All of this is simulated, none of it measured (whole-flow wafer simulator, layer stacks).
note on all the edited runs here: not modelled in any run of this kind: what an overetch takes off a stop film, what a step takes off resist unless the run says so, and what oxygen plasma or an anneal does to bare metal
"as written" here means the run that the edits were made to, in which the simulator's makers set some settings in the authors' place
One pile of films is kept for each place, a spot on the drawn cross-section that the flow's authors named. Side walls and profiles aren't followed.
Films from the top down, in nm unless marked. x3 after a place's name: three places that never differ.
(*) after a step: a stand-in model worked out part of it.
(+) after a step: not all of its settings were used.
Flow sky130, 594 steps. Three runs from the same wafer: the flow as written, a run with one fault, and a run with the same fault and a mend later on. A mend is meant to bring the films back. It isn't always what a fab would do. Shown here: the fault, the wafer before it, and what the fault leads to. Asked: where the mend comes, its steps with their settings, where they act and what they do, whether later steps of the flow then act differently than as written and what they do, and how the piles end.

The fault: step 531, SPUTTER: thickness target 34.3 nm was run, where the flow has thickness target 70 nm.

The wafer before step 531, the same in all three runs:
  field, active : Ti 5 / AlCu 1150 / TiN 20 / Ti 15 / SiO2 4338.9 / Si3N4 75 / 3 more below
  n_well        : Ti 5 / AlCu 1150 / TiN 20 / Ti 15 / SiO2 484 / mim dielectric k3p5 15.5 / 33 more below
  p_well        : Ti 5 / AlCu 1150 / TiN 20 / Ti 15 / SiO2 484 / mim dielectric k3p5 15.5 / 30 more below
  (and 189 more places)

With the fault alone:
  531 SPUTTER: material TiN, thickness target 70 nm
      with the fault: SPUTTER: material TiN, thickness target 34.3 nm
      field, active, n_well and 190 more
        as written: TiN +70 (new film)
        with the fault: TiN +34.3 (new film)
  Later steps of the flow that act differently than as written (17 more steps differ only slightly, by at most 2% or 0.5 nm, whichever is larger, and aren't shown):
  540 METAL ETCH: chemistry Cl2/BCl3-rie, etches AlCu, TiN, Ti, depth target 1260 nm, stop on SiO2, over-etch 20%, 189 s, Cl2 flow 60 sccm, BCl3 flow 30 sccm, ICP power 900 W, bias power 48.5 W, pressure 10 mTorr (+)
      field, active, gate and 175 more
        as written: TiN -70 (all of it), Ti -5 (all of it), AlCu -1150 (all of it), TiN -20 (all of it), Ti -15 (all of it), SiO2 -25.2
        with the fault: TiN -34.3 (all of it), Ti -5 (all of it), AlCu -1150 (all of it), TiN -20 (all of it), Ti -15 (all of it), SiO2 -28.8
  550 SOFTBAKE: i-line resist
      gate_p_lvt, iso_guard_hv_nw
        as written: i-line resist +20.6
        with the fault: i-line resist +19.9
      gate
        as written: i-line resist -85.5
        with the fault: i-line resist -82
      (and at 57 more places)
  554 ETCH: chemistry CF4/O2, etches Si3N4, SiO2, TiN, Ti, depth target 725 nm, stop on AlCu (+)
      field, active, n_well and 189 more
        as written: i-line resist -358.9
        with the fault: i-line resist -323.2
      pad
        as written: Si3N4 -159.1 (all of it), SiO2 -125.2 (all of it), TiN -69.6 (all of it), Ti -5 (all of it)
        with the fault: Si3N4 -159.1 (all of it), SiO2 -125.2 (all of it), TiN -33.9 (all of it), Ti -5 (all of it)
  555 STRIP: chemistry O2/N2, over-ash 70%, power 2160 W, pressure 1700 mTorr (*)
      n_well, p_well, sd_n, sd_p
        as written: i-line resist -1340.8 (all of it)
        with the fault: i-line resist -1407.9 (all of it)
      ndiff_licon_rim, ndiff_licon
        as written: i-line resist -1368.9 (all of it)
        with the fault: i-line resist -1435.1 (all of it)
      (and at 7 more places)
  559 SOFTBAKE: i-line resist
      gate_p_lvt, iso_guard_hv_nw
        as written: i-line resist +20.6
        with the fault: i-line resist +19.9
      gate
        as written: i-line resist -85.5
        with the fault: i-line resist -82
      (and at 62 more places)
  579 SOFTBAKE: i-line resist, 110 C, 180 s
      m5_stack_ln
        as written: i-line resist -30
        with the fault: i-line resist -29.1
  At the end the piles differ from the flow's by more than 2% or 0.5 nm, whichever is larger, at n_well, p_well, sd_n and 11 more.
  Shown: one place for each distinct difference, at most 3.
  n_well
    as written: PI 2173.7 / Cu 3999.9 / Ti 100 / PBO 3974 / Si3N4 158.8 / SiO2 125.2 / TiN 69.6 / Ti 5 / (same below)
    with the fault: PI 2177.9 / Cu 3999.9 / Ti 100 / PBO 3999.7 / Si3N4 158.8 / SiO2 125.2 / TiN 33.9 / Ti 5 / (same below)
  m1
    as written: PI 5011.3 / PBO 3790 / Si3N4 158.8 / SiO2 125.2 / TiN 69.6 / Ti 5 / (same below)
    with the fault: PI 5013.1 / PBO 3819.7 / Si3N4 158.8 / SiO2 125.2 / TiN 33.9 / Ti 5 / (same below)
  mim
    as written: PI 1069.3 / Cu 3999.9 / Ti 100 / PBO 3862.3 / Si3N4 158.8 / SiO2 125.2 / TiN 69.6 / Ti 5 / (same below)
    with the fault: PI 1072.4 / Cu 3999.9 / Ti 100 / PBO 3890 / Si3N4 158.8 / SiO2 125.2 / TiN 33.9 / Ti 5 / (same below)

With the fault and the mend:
  The mend comes after step 531.
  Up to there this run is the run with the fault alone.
  531a SPUTTER: material TiN, thickness target 35.7 nm (the flow's step 531 once more, with other settings)
      field, active, n_well and 190 more
        TiN +35.7
  No later step of the flow acts differently than as written at any place that is followed.
  At the end the piles are the same as the flow's at every place that both follow.
